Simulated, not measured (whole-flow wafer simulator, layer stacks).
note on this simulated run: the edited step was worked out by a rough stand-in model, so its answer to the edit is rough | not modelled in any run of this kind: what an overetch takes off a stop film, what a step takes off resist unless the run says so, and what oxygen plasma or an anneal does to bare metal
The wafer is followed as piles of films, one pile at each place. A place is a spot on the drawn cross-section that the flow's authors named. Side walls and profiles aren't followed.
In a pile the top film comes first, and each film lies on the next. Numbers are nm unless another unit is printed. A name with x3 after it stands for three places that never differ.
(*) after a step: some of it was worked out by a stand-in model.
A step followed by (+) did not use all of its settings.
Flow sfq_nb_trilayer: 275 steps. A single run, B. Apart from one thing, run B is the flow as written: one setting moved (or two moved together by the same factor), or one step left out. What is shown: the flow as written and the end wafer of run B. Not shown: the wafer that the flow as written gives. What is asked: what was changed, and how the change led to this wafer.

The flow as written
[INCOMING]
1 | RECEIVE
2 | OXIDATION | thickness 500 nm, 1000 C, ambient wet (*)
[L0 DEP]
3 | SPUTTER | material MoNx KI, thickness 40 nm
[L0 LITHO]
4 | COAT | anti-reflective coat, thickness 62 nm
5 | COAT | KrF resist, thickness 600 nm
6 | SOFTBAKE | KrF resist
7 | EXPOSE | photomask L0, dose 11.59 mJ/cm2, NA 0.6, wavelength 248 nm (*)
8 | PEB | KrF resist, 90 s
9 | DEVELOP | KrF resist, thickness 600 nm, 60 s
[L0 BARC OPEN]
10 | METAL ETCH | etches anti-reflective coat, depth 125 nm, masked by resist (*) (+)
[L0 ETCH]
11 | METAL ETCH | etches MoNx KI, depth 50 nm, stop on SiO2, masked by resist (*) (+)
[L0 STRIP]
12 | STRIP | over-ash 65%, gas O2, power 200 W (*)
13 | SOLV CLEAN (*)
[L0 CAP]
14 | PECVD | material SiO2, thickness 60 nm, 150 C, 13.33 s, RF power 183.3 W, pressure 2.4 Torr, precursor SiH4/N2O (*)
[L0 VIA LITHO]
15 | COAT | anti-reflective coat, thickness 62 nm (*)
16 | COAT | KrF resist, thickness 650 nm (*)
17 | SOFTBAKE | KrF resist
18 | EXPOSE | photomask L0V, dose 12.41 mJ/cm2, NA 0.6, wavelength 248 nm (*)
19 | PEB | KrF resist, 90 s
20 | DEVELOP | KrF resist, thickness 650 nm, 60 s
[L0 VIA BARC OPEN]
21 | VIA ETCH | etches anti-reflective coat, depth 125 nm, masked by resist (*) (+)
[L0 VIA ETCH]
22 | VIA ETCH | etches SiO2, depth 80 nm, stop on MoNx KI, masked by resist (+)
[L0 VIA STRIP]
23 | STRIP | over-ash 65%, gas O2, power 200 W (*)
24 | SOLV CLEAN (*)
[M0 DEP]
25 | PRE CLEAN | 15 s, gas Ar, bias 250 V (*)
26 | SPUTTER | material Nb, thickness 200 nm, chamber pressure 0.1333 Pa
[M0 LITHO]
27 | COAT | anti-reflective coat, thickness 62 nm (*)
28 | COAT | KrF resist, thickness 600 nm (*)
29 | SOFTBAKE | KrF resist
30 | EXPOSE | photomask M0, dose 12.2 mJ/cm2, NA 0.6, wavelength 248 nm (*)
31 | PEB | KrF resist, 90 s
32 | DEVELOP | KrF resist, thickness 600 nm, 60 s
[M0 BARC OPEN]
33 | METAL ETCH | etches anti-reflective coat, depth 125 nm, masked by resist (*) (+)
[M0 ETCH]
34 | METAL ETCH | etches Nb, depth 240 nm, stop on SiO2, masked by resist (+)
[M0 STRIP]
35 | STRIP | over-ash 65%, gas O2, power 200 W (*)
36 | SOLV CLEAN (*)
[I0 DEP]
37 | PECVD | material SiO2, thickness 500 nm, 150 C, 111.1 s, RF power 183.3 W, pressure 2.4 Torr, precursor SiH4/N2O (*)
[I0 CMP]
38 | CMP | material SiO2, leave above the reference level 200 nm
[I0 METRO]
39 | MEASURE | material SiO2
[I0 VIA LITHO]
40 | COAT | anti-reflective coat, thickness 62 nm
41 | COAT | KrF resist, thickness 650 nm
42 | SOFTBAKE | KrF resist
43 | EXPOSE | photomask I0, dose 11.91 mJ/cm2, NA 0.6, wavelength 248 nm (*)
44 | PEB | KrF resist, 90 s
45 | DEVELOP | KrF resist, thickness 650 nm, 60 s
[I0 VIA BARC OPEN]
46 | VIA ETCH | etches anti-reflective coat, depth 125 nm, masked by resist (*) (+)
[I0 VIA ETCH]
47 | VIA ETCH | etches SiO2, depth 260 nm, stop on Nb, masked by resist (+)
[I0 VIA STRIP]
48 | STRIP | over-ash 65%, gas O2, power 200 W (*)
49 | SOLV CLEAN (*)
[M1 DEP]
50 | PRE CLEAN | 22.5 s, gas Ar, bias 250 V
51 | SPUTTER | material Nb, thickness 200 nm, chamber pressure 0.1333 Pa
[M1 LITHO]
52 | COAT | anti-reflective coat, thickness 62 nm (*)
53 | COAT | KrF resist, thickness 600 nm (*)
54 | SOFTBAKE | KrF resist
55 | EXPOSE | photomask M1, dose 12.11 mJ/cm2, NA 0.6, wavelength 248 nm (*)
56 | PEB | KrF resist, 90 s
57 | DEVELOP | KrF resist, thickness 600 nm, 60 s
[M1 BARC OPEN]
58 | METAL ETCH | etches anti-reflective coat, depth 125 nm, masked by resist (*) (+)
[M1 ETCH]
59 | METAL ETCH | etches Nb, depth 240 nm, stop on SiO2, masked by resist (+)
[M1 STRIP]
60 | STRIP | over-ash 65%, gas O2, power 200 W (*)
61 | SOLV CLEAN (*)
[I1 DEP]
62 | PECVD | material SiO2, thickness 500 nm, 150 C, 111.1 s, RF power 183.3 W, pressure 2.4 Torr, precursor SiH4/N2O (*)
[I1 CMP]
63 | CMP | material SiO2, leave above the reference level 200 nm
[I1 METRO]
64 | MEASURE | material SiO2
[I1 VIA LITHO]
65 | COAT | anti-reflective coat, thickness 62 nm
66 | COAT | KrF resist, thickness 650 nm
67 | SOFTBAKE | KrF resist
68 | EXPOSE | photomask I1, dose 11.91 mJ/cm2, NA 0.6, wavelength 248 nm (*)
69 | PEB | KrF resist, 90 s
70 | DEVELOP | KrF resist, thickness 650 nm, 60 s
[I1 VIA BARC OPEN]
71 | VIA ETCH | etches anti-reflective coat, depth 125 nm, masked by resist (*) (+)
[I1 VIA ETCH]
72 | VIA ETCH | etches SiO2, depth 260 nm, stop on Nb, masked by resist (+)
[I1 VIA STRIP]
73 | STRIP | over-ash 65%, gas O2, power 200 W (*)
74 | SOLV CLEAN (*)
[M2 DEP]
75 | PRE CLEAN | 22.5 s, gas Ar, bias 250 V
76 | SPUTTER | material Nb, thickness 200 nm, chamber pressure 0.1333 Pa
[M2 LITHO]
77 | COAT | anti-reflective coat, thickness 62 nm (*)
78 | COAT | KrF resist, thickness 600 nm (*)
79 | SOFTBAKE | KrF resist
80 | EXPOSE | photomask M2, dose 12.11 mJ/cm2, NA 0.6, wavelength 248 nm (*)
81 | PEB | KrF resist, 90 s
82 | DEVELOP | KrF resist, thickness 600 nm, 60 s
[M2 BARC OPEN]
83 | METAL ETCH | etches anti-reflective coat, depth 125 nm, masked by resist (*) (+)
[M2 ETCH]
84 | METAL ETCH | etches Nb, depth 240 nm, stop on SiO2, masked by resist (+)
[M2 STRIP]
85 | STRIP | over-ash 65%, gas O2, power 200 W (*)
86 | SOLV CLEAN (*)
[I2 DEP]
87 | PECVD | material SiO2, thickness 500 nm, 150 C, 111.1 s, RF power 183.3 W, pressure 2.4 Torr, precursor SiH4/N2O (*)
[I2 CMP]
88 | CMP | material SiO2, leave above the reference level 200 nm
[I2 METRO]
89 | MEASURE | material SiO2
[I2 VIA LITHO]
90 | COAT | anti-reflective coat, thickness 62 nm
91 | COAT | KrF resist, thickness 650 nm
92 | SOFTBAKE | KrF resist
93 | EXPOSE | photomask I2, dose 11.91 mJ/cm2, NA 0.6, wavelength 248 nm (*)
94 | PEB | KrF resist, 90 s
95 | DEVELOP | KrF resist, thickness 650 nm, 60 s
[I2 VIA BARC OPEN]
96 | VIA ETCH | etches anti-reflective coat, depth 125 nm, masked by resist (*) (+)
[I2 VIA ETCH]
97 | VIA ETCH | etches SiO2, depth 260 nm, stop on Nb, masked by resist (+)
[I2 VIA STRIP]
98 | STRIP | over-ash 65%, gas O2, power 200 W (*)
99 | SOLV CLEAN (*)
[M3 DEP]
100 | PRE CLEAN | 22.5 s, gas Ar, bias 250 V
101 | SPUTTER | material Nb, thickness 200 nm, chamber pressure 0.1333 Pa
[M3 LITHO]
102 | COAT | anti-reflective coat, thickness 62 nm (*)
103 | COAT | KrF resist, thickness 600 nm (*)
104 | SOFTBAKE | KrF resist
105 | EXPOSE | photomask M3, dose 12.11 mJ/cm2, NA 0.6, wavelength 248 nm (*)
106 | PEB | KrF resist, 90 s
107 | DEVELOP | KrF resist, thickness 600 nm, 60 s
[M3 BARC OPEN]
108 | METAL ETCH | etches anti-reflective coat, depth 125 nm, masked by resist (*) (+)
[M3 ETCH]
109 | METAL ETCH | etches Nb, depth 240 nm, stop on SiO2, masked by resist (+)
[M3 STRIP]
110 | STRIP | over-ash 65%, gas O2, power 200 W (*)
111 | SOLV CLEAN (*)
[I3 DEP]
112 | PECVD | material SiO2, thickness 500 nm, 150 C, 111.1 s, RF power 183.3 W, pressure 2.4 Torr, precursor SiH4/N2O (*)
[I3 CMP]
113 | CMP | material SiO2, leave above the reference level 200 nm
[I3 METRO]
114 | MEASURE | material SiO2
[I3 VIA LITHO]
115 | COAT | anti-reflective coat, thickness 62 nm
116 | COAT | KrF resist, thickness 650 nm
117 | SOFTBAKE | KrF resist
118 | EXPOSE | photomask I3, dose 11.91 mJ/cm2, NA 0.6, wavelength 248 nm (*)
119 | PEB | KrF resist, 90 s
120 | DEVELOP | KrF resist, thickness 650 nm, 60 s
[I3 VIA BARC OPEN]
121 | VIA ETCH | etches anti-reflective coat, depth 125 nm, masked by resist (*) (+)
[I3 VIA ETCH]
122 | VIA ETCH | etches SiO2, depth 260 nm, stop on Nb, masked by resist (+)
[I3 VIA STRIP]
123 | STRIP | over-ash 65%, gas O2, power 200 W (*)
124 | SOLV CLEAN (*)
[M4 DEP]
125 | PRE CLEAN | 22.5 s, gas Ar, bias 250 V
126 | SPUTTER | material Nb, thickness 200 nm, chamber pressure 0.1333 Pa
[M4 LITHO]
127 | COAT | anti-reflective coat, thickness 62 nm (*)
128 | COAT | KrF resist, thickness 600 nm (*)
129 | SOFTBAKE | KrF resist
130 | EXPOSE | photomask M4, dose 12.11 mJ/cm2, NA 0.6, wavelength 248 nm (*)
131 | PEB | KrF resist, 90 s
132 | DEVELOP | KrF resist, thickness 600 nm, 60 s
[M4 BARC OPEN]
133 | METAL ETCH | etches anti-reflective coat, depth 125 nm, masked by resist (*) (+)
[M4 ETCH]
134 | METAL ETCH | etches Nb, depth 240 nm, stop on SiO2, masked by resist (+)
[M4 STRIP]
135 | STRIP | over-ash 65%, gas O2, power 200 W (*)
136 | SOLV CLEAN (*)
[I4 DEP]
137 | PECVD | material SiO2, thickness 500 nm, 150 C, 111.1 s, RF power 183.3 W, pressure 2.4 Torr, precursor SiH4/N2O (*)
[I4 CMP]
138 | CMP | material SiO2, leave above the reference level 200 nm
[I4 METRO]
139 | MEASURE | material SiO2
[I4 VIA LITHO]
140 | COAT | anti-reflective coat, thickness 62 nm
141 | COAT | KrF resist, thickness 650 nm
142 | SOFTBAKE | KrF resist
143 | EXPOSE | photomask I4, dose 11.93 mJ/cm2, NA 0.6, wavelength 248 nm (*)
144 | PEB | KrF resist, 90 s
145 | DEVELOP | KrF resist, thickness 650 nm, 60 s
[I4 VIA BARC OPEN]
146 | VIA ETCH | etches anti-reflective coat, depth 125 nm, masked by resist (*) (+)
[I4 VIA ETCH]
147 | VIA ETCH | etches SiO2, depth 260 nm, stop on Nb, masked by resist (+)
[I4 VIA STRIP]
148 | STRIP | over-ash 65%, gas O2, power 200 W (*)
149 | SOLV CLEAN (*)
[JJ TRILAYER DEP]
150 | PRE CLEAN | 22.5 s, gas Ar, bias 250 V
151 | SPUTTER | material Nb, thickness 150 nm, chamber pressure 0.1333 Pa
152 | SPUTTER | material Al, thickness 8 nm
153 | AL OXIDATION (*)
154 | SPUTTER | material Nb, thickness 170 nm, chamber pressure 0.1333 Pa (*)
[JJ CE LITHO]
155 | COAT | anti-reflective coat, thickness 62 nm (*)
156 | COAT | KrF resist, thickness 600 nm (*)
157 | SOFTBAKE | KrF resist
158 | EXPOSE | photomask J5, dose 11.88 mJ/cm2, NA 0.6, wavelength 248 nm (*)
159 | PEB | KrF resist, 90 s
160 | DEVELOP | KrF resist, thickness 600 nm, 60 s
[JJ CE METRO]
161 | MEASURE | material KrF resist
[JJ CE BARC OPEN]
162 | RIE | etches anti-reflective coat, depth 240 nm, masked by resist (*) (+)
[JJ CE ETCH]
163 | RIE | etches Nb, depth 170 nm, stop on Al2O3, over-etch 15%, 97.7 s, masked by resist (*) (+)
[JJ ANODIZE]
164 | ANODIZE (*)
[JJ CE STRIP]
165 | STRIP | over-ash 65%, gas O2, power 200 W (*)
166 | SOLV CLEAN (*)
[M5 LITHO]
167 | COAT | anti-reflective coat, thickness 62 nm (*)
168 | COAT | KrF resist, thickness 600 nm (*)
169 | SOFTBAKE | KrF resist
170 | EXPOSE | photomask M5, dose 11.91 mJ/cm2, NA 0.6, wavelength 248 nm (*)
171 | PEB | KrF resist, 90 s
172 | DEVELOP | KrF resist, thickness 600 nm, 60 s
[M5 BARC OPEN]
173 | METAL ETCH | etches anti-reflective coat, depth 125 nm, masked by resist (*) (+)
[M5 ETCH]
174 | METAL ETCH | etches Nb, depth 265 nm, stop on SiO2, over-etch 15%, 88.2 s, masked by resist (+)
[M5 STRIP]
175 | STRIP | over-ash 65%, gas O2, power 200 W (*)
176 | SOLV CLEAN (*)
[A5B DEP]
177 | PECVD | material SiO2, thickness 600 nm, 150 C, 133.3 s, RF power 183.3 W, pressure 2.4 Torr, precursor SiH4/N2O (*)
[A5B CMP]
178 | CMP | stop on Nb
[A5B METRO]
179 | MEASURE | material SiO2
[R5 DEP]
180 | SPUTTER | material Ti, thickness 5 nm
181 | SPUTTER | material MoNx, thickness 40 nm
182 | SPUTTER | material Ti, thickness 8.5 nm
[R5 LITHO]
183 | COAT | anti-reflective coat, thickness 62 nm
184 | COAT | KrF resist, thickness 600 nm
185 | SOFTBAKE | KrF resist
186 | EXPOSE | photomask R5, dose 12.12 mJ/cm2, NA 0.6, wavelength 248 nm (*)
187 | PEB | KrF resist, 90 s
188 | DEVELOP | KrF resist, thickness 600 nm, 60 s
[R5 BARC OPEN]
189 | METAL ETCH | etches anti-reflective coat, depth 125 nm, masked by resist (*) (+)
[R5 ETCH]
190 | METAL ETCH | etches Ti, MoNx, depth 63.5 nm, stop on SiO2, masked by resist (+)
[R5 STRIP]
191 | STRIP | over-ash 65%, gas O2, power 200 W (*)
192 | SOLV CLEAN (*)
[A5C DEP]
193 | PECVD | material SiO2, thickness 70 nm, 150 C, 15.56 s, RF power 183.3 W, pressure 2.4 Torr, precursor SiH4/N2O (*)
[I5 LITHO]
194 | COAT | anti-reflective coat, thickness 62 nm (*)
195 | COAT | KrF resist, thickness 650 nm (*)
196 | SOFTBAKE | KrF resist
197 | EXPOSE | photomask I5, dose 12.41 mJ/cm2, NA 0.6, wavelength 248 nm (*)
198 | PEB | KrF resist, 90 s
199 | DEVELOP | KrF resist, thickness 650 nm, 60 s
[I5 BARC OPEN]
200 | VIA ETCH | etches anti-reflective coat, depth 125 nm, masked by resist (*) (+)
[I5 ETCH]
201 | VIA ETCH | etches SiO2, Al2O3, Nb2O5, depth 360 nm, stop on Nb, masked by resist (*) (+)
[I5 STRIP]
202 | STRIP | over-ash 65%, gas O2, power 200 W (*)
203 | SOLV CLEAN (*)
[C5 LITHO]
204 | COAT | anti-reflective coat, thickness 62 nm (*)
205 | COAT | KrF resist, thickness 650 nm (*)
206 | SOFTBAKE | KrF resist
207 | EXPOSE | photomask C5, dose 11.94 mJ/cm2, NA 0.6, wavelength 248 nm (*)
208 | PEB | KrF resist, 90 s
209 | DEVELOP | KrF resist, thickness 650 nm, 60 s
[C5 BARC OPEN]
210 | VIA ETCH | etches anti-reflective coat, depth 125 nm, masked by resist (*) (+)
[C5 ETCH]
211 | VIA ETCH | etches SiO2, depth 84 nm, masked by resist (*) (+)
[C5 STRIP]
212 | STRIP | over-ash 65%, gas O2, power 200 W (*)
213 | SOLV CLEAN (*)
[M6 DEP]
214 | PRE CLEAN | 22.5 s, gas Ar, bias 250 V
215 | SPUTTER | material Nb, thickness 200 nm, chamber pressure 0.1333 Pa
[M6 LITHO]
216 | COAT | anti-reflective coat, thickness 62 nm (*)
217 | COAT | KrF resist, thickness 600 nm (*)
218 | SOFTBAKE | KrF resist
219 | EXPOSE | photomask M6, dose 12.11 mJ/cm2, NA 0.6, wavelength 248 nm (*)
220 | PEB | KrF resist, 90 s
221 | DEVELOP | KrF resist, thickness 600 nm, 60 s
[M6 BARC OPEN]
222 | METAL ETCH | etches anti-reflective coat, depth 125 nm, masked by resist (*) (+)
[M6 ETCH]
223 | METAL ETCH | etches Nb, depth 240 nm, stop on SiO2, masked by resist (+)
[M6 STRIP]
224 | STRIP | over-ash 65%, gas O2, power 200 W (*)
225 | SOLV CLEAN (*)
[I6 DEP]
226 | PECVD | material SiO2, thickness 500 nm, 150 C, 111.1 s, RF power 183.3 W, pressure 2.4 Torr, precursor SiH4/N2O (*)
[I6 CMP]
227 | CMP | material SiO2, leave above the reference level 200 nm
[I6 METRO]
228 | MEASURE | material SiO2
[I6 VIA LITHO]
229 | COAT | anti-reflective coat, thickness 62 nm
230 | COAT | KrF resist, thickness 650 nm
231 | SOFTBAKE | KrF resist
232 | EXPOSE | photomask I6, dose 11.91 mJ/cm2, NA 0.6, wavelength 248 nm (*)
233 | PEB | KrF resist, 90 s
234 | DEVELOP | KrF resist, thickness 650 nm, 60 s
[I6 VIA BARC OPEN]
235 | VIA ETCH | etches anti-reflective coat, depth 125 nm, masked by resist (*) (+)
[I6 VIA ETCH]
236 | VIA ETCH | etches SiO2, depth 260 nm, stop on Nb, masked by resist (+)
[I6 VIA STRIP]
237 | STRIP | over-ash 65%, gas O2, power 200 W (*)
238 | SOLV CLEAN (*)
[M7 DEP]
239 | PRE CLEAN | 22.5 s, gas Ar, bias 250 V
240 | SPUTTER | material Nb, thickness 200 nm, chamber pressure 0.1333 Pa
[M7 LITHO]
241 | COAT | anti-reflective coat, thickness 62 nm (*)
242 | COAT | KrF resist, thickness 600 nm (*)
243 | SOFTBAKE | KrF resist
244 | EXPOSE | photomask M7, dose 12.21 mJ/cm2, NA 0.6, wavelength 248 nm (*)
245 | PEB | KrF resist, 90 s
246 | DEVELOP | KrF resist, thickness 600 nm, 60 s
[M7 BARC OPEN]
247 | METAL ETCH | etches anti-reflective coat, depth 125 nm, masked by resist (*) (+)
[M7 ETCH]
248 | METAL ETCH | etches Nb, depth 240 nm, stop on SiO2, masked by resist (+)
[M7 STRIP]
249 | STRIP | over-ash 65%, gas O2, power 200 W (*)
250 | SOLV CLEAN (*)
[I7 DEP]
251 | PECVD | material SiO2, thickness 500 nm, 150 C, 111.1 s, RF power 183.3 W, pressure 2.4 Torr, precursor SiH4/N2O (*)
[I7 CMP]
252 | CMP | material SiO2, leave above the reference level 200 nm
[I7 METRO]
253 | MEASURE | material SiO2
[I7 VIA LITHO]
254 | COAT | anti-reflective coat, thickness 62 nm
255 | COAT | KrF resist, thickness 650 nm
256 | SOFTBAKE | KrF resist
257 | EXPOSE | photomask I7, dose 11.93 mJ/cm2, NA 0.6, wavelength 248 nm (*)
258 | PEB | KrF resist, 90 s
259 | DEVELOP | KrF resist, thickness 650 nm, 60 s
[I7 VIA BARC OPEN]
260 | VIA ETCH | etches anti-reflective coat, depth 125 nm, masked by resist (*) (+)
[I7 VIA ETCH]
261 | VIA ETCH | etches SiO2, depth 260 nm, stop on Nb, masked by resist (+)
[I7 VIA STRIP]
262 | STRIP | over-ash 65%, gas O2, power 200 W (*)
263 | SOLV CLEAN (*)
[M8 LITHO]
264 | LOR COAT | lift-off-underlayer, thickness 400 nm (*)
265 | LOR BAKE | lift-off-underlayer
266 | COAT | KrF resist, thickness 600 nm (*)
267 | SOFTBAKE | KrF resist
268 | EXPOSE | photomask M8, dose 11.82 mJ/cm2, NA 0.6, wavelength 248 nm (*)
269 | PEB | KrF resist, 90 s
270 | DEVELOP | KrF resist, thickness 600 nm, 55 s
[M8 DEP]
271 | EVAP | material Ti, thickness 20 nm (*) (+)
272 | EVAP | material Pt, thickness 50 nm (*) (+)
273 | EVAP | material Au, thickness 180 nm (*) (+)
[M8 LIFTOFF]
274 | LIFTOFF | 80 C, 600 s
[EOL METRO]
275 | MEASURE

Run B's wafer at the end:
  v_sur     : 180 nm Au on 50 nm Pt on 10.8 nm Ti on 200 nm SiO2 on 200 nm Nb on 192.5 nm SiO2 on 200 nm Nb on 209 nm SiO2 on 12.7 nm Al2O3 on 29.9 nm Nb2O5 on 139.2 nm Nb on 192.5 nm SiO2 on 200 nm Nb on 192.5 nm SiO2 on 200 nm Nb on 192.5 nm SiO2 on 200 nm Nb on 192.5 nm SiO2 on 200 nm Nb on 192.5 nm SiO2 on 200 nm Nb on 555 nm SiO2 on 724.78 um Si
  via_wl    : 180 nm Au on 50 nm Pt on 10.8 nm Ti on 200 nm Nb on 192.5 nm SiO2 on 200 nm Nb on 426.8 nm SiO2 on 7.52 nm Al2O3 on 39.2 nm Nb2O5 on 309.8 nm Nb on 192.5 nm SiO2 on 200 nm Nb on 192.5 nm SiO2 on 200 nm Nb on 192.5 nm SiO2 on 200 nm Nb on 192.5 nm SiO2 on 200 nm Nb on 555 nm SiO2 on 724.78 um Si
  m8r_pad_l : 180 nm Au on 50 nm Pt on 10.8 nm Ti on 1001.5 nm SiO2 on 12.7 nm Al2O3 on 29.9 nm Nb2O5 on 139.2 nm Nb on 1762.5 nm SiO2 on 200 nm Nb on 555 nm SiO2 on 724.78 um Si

The reason: step 271, EVAP: thickness 10.8 nm was run, though the flow has thickness 20 nm.
The wafer lets one read it off: v_sur has Ti 10.8, and step 271 as written asks for 20 nm.

Step by step, how the change led to this:
  271 | EVAP | material Ti, thickness 20 nm (*) (+)
      field_l, v_sur, via_wl and 103 more: +10.8 Ti (new film) (as written it would have been: +20 Ti (new film))
  274 | LIFTOFF | 80 C, 600 s
      p4_fl, p4_fm, p4_w1 and 71 more: -180 Au (all of it), -50 Pt (all of it), -10.8 Ti (all of it), -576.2 KrF resist (all of it), -400 lift-off-underlayer (all of it) (as written it would have been: -180 Au (all of it), -50 Pt (all of it), -20 Ti (all of it), -576.2 KrF resist (all of it), -400 lift-off-underlayer (all of it))
      c5j, ce_r: -180 Au (all of it), -50 Pt (all of it), -10.8 Ti (all of it), -573.3 KrF resist (all of it), -399.3 lift-off-underlayer (all of it) (as written it would have been: -180 Au (all of it), -50 Pt (all of it), -20 Ti (all of it), -573.3 KrF resist (all of it), -399.3 lift-off-underlayer (all of it))
      (as well as at 19 more places)
